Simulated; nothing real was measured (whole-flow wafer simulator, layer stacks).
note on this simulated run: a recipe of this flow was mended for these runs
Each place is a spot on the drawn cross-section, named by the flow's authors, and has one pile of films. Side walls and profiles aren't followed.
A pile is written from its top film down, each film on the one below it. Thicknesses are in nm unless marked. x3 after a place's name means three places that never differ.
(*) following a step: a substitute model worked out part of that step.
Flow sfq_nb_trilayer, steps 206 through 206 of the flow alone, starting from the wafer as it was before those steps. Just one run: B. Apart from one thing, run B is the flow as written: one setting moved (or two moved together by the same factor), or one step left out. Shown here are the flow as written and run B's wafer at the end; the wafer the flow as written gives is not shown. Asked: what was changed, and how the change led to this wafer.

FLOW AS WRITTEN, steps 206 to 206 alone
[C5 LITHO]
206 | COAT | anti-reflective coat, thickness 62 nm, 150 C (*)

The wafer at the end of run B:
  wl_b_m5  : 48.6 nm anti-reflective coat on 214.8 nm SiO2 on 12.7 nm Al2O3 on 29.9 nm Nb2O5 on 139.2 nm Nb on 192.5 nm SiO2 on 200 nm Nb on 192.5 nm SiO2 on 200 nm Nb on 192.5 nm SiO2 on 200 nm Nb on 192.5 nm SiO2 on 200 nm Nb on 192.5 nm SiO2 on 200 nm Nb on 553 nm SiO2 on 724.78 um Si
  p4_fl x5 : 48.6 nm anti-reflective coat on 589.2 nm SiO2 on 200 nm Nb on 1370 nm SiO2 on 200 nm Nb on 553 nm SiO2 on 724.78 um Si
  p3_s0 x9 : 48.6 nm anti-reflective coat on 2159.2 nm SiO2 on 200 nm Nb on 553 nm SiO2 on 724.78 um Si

What caused this: step 206, COAT: thickness 48.6 nm was run, whereas the flow has thickness 62 nm.
The wafer itself shows it: wl_b_m5 has anti-reflective coat 48.6, and step 206 as written asks for 62 nm.

How this came from the change, step by step:
  206 | COAT | anti-reflective coat, thickness 62 nm, 150 C (*)
      p4_fl x5, p4_w1 x9, p3_s0 x9 and 41 more: +48.6 anti-reflective coat (new film) (in the flow as written it would be: +62 anti-reflective coat (new film))
      r5r_line_l, r5r_line_c, r5r_line_r: +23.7 anti-reflective coat (new film) (in the flow as written it would be: +35.5 anti-reflective coat (new film))
      (also at 39 further places)
